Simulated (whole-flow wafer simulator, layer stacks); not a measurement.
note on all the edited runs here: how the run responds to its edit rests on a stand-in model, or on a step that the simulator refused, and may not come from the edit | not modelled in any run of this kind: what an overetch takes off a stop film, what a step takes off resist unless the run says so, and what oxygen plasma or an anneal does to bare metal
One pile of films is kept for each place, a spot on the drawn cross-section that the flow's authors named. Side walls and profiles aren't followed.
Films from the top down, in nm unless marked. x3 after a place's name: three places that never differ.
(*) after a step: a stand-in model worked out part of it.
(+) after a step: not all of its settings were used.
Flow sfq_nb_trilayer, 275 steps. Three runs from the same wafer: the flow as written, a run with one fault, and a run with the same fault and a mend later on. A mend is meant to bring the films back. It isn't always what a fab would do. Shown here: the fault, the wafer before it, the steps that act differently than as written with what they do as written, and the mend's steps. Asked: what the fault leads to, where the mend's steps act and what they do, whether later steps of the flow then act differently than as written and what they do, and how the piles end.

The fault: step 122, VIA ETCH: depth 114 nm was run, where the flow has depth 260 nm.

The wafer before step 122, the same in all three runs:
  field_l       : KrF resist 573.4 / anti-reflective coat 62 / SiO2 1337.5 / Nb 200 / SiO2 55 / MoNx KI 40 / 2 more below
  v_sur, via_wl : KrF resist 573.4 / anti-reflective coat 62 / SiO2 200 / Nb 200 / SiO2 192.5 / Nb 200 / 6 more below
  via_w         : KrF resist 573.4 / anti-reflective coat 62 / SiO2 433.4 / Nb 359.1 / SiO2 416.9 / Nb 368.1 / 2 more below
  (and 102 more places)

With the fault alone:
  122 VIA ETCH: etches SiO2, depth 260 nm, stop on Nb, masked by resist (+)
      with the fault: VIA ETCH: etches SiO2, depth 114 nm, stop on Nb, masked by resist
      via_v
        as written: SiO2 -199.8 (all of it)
        with the fault: SiO2 -114
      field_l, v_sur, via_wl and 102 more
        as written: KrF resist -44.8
        with the fault: KrF resist -19.7
  Later steps of the flow that act differently than as written (3 more steps differ only slightly, by at most 2% or 0.5 nm, whichever is larger, and aren't shown):
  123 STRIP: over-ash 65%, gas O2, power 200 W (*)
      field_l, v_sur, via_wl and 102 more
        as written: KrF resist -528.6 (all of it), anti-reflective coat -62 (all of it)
        with the fault: KrF resist -553.8 (all of it), anti-reflective coat -62 (all of it)
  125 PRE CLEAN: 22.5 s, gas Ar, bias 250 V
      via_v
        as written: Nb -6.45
        with the fault: SiO2 -7.5
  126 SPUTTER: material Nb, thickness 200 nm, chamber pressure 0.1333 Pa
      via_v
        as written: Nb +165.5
        with the fault: Nb +184.3 (new film)
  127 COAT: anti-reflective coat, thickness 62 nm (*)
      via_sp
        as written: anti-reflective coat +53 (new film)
        with the fault: anti-reflective coat +54.8 (new film)
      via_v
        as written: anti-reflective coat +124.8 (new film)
        with the fault: anti-reflective coat +105.3 (new film)
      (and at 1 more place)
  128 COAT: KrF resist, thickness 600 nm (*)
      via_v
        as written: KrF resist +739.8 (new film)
        with the fault: KrF resist +669.7 (new film)
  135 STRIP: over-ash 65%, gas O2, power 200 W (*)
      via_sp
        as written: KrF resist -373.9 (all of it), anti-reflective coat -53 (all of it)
        with the fault: KrF resist -379.6 (all of it), anti-reflective coat -54.8 (all of it)
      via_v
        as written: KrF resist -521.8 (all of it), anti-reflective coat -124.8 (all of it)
        with the fault: KrF resist -451.9 (all of it), anti-reflective coat -105.3 (all of it)
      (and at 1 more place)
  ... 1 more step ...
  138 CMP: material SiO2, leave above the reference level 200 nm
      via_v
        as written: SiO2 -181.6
        with the fault: SiO2 -170.2
  At the end the piles differ from the flow's by more than 2% or 0.5 nm, whichever is larger, at via_v.
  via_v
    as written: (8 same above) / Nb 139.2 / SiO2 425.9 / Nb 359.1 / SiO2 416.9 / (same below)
    with the fault: (8 same above) / Nb 139.2 / SiO2 322.3 / Nb 184.3 / SiO2 78.3 / Nb 200 / SiO2 416.9 / (same below)

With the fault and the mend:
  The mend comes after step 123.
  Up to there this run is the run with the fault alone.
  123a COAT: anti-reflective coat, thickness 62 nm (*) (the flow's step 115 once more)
      p4_fl x3, p4_w1 x9, p4_g1 x2 and 63 more
        anti-reflective coat +62 (new film)
      ce_r, sp_r, be_r and 12 more
        anti-reflective coat +61.9 (new film)
      field_l, v_sur, gap, jj_sur, ce_l, c5j
        anti-reflective coat +61.8 (new film)
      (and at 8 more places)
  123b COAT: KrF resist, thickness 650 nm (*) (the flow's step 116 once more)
      p4_fl x3, p4_w1 x9, p4_g1 x2 and 63 more
        KrF resist +650 (new film)
      moat, field_r, lsp_l, ln_m5, lsp_m
        KrF resist +649.7 (new film)
      ln_m6, lsp_r, l0_sur, l0v
        KrF resist +649.8 (new film)
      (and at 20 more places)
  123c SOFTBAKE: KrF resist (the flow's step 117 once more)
      changes no film at any place that is followed
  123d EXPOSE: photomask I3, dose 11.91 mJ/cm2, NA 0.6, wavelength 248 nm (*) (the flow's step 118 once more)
      changes no film at any place that is followed
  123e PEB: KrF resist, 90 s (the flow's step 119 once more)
      via_sp, wire, ce_l and 93 more
        KrF resist -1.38
      field_l, v_sur, via_wl, via_w, be, be_sur, gap, jj_sur
        KrF resist -1.37
      via_wr
        KrF resist -1.36
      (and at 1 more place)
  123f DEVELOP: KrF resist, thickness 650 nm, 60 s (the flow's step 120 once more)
      field_l, v_sur, via_wl and 102 more
        KrF resist -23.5
      via_v
        KrF resist -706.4 (all of it)
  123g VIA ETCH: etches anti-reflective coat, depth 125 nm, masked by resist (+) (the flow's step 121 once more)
      field_l, v_sur, via_wl and 102 more
        KrF resist -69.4
      via_v
        anti-reflective coat -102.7 (all of it), SiO2 -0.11
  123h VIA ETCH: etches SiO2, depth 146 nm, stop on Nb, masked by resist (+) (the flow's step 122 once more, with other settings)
      field_l, v_sur, via_wl and 102 more
        KrF resist -22.2
      via_v
        SiO2 -85.7 (all of it)
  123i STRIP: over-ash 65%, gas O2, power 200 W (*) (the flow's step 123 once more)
      p4_fl x3, p4_w1 x9, p4_g1 x2 and 63 more
        KrF resist -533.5 (all of it), anti-reflective coat -62 (all of it)
      moat, field_r, lsp_l and 6 more
        KrF resist -533.2 (all of it), anti-reflective coat -61.9 (all of it)
      v_sur, gap
        KrF resist -531.9 (all of it), anti-reflective coat -61.8 (all of it)
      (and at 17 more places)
  No later step of the flow acts differently than as written at any place that is followed.
  At the end the piles are the same as the flow's at every place that both follow.
